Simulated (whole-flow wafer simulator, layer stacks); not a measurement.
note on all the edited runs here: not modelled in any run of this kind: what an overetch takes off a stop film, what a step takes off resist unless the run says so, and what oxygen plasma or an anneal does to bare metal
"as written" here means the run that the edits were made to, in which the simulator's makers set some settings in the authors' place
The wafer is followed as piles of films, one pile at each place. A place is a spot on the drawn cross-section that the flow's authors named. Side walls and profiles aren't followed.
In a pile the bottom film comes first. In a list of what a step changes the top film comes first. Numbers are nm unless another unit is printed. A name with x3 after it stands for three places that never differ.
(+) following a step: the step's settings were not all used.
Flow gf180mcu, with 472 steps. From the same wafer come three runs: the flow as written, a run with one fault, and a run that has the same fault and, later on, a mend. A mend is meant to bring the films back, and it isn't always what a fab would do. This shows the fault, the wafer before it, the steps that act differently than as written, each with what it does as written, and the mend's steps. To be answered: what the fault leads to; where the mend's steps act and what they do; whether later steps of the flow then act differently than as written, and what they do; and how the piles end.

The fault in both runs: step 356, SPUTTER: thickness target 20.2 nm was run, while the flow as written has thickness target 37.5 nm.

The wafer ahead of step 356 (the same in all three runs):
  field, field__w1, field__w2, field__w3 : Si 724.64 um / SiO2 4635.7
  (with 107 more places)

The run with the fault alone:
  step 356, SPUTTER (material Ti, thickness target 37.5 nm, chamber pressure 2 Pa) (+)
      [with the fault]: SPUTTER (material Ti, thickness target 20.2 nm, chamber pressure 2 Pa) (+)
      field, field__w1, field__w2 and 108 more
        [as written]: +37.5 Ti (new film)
        [with the fault]: +20.2 Ti (new film)
  Steps later in the flow that act otherwise than as written:
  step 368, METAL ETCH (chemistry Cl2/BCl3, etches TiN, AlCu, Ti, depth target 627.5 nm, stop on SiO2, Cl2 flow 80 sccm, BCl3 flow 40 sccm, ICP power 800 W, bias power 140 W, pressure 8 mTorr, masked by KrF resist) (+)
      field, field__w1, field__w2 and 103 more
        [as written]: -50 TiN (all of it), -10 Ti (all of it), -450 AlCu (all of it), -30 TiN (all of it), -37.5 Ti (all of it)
        [with the fault]: -50 TiN (all of it), -10 Ti (all of it), -450 AlCu (all of it), -30 TiN (all of it), -20.2 Ti (all of it)
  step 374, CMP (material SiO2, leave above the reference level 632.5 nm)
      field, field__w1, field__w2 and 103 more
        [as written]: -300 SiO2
        [with the fault]: -317.3 SiO2
  At field__w8, contact, m1, m1__w1, m1_nw, the piles at the end differ from the flow's by more than 2% or 0.5 nm, whichever is larger.
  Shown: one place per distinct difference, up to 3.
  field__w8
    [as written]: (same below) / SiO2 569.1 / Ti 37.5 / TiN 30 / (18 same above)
    [with the fault]: (same below) / SiO2 569.1 / Ti 20.2 / TiN 30 / (18 same above)
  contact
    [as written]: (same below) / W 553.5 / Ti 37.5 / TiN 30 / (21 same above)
    [with the fault]: (same below) / W 553.5 / Ti 20.2 / TiN 30 / (21 same above)

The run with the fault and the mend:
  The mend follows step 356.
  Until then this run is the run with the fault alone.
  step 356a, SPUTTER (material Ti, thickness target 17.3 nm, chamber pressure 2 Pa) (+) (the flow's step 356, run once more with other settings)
      field, field__w1, field__w2 and 108 more
        +17.3 Ti
  None of the later steps of the flow acts differently than as written at any place that is followed.
  At every place that both follow, the piles at the end match the flow's.
